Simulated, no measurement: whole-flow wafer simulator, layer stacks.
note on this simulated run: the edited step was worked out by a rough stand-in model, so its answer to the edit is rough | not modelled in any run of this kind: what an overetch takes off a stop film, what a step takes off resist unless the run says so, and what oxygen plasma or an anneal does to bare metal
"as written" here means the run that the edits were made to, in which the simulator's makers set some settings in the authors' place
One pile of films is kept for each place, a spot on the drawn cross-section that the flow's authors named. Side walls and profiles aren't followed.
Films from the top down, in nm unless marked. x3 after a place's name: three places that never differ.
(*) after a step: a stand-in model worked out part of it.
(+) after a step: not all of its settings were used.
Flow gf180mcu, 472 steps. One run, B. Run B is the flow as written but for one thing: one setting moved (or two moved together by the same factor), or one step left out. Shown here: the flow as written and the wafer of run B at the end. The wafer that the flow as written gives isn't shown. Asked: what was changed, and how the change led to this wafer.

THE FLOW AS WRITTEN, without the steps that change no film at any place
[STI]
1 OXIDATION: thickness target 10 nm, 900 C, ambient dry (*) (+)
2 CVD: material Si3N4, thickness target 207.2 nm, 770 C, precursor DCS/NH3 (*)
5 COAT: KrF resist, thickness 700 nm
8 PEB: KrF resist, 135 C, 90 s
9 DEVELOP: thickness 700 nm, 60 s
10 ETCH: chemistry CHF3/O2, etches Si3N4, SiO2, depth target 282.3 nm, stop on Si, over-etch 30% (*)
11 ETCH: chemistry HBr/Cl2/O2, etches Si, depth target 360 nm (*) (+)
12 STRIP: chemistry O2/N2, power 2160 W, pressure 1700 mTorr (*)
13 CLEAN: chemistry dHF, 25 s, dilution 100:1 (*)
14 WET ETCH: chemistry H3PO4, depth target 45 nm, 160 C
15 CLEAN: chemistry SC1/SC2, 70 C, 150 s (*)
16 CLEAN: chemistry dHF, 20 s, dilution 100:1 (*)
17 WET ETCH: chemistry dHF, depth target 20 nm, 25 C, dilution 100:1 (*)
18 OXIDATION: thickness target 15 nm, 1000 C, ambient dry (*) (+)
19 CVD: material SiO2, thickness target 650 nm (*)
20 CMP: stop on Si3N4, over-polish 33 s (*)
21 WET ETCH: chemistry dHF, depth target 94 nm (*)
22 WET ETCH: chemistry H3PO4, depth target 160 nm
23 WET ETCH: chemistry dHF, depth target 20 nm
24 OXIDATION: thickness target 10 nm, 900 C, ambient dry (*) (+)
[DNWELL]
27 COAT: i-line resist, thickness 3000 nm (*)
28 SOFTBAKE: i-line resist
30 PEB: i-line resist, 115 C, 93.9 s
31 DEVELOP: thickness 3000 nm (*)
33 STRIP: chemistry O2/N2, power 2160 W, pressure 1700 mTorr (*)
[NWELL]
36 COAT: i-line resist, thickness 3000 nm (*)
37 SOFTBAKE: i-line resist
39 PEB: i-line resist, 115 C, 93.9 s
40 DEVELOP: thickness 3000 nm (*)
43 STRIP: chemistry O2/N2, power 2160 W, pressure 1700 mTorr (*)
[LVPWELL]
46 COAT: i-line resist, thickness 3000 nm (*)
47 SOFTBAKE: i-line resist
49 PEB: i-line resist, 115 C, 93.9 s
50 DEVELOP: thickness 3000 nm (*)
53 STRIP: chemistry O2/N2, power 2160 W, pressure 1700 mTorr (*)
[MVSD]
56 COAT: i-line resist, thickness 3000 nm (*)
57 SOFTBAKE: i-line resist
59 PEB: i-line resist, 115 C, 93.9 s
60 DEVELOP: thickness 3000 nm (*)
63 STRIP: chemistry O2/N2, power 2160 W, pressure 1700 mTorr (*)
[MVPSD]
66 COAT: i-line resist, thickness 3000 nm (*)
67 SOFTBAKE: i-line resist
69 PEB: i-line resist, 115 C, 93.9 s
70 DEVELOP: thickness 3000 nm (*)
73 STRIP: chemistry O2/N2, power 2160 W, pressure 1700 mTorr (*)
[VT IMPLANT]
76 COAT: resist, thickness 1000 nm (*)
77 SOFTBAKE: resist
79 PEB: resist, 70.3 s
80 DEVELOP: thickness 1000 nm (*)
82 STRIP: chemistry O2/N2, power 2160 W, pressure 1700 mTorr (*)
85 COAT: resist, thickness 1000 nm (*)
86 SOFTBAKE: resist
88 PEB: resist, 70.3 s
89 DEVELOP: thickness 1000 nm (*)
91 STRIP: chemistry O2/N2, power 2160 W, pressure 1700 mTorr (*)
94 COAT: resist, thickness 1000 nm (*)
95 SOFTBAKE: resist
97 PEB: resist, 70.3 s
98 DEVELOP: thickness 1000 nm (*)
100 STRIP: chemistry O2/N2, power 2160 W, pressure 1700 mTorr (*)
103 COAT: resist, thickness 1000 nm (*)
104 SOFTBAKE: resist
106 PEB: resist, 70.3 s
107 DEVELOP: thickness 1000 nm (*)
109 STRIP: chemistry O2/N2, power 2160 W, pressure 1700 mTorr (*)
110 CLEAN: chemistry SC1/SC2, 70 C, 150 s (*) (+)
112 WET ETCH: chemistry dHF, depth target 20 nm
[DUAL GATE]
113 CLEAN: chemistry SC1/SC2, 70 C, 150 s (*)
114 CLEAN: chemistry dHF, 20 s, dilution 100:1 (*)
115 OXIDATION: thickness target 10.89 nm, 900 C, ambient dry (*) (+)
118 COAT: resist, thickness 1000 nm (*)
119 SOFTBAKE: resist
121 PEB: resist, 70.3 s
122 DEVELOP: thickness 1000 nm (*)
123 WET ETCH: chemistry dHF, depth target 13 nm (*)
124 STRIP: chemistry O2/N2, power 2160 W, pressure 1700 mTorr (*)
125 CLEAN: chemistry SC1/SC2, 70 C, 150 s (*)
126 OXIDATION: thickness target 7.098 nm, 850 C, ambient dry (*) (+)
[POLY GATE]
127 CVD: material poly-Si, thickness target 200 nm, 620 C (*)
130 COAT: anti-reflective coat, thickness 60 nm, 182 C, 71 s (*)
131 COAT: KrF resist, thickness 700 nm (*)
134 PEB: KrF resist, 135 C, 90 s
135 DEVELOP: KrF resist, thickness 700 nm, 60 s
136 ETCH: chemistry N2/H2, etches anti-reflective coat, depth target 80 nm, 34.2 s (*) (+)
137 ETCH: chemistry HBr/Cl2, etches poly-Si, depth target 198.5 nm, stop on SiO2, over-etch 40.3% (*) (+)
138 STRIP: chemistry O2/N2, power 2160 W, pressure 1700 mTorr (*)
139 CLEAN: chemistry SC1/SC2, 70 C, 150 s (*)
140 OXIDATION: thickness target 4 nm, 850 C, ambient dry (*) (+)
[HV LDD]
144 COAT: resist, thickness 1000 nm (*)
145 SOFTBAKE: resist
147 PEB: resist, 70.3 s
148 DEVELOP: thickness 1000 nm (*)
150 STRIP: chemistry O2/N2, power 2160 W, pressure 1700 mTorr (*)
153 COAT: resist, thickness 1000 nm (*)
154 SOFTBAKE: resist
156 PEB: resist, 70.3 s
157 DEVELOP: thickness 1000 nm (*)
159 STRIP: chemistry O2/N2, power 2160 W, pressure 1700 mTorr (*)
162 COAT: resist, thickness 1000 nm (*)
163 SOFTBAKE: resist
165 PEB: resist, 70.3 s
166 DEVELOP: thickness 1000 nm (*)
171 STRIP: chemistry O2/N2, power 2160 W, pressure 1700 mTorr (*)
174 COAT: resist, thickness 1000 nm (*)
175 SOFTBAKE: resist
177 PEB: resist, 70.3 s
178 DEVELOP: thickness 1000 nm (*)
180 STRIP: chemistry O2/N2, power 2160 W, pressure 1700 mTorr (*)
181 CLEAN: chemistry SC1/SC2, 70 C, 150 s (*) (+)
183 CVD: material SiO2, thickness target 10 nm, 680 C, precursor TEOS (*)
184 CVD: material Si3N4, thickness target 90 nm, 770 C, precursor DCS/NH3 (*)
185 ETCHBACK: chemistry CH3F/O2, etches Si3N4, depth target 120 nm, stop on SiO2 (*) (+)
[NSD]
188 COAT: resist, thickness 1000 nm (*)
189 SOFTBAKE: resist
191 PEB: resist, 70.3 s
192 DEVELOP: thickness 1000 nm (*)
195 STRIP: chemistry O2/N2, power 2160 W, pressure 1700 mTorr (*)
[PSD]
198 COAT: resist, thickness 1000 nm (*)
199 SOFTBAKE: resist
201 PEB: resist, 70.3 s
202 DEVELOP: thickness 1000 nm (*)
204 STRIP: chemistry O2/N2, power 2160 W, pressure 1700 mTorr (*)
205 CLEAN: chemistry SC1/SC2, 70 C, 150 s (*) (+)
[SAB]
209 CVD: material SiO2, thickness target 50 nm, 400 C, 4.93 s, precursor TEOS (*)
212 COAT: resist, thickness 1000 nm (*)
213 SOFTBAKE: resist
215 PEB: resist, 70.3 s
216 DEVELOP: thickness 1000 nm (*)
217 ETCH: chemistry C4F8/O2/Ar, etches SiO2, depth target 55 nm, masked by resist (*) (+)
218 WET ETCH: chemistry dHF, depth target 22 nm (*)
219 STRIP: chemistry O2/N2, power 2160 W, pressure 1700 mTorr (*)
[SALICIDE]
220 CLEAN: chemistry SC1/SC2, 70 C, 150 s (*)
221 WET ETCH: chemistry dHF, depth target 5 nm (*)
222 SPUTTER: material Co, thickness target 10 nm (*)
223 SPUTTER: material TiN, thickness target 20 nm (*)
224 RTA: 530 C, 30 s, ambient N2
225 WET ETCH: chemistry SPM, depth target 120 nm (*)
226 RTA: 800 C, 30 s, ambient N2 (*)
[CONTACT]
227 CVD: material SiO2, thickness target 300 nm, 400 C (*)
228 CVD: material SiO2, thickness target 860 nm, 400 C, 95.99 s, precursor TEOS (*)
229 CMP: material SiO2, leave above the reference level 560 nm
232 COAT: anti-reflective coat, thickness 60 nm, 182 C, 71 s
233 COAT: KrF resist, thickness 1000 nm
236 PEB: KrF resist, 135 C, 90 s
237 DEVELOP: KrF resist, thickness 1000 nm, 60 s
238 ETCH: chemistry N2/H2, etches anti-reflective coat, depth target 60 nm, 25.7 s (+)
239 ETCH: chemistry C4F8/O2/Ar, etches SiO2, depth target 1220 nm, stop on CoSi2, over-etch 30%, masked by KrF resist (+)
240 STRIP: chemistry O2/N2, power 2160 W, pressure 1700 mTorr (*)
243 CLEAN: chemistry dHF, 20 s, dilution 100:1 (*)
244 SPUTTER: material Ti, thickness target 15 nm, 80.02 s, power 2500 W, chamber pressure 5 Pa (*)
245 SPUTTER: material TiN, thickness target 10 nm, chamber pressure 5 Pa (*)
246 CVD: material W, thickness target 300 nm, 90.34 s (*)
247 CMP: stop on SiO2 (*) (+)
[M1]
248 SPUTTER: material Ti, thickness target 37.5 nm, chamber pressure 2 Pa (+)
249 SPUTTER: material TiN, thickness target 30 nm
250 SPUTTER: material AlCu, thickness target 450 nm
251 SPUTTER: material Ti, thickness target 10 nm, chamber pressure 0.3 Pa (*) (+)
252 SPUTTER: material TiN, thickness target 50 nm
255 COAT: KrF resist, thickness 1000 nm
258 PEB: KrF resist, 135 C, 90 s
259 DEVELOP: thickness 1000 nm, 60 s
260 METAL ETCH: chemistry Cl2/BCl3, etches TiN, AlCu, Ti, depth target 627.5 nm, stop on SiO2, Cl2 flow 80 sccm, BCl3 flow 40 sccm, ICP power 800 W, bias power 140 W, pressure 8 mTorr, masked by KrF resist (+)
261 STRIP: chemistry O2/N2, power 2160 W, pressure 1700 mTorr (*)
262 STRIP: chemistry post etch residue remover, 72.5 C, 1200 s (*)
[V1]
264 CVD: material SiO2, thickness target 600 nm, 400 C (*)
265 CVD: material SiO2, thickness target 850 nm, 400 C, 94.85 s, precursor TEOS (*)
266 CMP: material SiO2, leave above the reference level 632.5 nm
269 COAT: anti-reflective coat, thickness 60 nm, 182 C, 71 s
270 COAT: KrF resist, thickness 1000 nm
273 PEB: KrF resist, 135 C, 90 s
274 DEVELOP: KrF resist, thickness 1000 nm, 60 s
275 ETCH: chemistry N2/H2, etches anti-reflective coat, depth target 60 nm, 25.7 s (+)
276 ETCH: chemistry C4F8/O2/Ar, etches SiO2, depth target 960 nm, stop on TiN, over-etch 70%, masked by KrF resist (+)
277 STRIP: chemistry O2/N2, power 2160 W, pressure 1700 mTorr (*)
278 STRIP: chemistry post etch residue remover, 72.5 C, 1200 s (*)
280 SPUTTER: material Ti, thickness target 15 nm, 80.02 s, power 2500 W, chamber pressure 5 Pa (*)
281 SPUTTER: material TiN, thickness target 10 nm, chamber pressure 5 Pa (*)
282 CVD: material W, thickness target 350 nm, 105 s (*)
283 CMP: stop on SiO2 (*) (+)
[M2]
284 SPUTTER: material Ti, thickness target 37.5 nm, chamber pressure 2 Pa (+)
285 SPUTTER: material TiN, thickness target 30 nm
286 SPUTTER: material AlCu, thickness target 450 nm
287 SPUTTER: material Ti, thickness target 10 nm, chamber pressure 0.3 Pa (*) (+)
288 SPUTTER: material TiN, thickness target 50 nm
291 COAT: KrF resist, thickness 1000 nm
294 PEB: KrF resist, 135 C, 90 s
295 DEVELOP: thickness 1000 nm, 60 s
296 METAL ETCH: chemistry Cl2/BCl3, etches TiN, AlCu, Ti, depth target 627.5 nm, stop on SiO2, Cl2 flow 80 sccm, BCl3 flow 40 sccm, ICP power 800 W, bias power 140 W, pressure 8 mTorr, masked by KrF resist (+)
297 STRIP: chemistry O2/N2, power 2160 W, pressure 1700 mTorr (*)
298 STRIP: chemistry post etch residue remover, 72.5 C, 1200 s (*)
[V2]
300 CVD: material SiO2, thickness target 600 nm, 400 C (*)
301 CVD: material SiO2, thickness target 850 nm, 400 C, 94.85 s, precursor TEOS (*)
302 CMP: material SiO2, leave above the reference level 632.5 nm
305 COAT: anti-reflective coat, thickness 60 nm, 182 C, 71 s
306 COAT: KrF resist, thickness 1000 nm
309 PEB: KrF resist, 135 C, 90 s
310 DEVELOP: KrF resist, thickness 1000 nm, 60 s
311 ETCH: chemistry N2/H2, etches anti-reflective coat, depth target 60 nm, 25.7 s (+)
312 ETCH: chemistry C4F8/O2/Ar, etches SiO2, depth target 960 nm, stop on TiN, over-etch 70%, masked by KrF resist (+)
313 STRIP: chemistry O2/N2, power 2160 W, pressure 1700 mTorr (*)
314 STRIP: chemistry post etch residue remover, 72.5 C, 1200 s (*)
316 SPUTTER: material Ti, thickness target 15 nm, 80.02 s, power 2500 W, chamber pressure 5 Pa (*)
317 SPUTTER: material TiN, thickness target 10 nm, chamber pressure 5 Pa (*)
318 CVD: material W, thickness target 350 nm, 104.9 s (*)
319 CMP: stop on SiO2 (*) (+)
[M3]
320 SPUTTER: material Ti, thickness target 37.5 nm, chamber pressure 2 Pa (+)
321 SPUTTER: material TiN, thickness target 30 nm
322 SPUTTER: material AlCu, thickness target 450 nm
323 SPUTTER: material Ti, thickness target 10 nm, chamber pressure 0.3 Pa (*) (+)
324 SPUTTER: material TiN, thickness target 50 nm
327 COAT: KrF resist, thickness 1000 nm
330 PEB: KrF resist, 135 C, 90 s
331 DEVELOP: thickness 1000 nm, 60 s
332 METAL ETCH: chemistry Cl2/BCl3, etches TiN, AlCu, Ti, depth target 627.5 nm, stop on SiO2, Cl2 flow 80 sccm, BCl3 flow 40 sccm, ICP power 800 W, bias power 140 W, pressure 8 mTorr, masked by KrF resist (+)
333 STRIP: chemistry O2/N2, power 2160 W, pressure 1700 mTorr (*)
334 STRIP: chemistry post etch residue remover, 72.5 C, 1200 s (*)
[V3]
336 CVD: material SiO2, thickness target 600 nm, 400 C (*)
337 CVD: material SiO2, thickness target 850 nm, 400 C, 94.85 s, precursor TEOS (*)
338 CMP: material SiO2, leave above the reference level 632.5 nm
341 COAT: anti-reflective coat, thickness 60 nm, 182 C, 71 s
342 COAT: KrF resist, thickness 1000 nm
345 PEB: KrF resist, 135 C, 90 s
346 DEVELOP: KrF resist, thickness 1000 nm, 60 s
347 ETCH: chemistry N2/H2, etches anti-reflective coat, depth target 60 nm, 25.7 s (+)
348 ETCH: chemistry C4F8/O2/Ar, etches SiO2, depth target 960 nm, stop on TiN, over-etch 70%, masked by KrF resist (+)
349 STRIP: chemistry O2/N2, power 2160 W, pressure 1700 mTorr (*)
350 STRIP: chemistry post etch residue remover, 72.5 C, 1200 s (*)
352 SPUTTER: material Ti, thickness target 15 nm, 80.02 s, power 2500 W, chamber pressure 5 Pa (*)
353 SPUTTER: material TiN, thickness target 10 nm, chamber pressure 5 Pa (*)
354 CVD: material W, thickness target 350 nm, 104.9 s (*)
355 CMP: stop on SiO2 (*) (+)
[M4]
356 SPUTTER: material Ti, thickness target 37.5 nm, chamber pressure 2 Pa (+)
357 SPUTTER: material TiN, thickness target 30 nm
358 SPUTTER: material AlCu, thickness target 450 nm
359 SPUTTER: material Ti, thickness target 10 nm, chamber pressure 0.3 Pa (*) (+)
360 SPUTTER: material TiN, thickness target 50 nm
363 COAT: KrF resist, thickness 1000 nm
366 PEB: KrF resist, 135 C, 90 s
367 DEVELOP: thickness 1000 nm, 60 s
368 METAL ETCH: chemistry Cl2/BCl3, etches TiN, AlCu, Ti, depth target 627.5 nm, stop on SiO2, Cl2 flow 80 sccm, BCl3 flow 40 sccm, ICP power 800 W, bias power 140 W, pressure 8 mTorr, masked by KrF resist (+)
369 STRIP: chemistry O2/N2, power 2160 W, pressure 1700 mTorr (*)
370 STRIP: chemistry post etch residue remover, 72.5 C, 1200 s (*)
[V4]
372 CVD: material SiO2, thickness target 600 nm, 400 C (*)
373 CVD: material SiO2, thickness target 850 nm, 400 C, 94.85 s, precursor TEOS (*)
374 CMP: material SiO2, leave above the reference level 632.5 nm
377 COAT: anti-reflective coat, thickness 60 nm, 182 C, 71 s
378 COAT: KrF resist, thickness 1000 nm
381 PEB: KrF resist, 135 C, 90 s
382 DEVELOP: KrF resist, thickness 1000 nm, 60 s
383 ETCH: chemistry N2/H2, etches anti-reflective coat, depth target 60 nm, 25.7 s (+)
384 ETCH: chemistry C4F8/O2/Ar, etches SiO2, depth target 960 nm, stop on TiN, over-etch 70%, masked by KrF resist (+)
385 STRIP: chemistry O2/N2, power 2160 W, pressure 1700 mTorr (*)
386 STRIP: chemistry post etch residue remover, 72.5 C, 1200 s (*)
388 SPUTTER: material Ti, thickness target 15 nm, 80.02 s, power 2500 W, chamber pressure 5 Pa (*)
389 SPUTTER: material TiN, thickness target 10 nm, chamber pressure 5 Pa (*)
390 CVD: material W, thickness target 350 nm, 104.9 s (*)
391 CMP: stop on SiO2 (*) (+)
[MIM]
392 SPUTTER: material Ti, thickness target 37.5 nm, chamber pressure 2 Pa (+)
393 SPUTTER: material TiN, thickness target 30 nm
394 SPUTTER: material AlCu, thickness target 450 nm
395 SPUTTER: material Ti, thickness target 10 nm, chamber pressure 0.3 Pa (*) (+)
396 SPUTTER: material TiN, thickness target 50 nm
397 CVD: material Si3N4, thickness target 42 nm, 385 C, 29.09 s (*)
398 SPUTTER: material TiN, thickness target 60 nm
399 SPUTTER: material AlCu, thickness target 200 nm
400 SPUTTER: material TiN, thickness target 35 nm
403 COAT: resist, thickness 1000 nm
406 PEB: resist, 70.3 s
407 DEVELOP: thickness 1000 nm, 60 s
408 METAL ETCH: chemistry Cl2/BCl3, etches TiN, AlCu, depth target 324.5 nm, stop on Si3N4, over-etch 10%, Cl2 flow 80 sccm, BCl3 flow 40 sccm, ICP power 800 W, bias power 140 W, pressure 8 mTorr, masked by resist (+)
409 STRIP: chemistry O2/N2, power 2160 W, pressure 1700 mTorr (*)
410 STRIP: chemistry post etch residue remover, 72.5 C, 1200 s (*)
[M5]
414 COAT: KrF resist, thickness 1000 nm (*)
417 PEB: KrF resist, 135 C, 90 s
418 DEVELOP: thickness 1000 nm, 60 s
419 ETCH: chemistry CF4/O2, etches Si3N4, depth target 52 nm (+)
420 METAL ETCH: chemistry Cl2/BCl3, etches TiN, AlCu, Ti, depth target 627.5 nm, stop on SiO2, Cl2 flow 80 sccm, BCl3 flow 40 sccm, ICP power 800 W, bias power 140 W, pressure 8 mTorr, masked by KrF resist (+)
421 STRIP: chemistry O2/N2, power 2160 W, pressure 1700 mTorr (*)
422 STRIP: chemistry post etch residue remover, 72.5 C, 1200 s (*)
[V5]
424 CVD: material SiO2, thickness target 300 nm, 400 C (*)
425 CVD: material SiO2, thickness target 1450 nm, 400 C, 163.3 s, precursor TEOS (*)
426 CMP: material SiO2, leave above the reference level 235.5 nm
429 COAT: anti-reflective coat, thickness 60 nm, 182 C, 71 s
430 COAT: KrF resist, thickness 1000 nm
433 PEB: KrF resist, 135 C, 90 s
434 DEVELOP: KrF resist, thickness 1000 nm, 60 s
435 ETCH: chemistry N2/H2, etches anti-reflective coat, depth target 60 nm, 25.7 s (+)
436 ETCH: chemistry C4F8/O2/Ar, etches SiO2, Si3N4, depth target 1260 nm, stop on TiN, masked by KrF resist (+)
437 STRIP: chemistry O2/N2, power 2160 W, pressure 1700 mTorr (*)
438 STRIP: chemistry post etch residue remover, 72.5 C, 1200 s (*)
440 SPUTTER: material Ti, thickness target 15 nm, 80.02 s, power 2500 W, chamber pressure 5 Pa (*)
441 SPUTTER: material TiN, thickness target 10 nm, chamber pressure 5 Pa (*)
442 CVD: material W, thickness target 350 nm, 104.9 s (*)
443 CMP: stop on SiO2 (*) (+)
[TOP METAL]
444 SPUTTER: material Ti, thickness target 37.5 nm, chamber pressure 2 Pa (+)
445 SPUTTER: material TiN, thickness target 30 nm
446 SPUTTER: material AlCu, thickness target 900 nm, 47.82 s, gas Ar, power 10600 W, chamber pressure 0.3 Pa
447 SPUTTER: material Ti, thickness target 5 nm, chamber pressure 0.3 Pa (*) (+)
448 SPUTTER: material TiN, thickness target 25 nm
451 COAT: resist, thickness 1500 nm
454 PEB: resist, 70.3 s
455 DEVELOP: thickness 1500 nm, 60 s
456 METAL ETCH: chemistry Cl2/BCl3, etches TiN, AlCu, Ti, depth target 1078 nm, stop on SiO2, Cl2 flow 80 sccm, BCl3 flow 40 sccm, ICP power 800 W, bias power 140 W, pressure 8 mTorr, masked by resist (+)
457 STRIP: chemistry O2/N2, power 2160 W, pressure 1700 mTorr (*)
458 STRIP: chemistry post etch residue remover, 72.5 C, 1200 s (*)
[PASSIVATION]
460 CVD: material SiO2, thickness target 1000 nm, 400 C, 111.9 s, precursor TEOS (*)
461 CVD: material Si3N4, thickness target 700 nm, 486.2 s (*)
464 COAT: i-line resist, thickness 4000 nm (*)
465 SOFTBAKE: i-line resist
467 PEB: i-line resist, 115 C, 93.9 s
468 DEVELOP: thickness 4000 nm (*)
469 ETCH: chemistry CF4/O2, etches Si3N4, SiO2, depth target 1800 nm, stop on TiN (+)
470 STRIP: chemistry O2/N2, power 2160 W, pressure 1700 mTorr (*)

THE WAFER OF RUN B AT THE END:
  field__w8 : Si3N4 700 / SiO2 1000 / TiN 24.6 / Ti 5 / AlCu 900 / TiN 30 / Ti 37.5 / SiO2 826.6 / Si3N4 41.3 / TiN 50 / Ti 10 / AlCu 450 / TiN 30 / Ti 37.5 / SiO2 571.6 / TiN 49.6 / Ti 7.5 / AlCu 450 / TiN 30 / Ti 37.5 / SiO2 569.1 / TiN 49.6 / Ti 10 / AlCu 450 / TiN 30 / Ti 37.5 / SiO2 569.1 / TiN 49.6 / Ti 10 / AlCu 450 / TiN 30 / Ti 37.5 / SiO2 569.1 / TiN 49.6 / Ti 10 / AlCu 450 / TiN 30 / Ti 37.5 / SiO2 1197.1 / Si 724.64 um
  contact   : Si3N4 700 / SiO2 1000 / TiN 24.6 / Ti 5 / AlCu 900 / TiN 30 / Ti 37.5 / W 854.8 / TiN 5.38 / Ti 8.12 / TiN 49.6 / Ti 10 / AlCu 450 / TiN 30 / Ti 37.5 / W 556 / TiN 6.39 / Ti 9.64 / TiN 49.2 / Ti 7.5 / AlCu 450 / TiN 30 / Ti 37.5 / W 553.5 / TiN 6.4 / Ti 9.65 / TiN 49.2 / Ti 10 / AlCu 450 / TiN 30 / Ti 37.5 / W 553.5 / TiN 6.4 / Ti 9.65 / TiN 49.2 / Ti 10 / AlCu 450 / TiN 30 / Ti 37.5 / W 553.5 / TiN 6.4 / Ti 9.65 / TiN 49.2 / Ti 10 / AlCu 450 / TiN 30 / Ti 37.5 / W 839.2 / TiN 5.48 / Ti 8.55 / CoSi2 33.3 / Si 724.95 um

The cause: step 359, SPUTTER: thickness target 7.5 nm was run, where the flow has thickness target 10 nm.
It can be read off the wafer: field__w8 has Ti 7.5, and step 359 as written asks for 10 nm.

How the change led to this, step by step:
  359 SPUTTER: material Ti, thickness target 10 nm, chamber pressure 0.3 Pa (*) (+)
      field, field__w1, field__w2 and 108 more: Ti +7.5 (new film) (as written it would be: Ti +10 (new film))
  368 METAL ETCH: chemistry Cl2/BCl3, etches TiN, AlCu, Ti, depth target 627.5 nm, stop on SiO2, Cl2 flow 80 sccm, BCl3 flow 40 sccm, ICP power 800 W, bias power 140 W, pressure 8 mTorr, masked by KrF resist (+)
      field, field__w1, field__w2 and 103 more: TiN -50 (all of it), Ti -7.5 (all of it), AlCu -450 (all of it), TiN -30 (all of it), Ti -37.5 (all of it) (as written it would be: TiN -50 (all of it), Ti -10 (all of it), AlCu -450 (all of it), TiN -30 (all of it), Ti -37.5 (all of it))
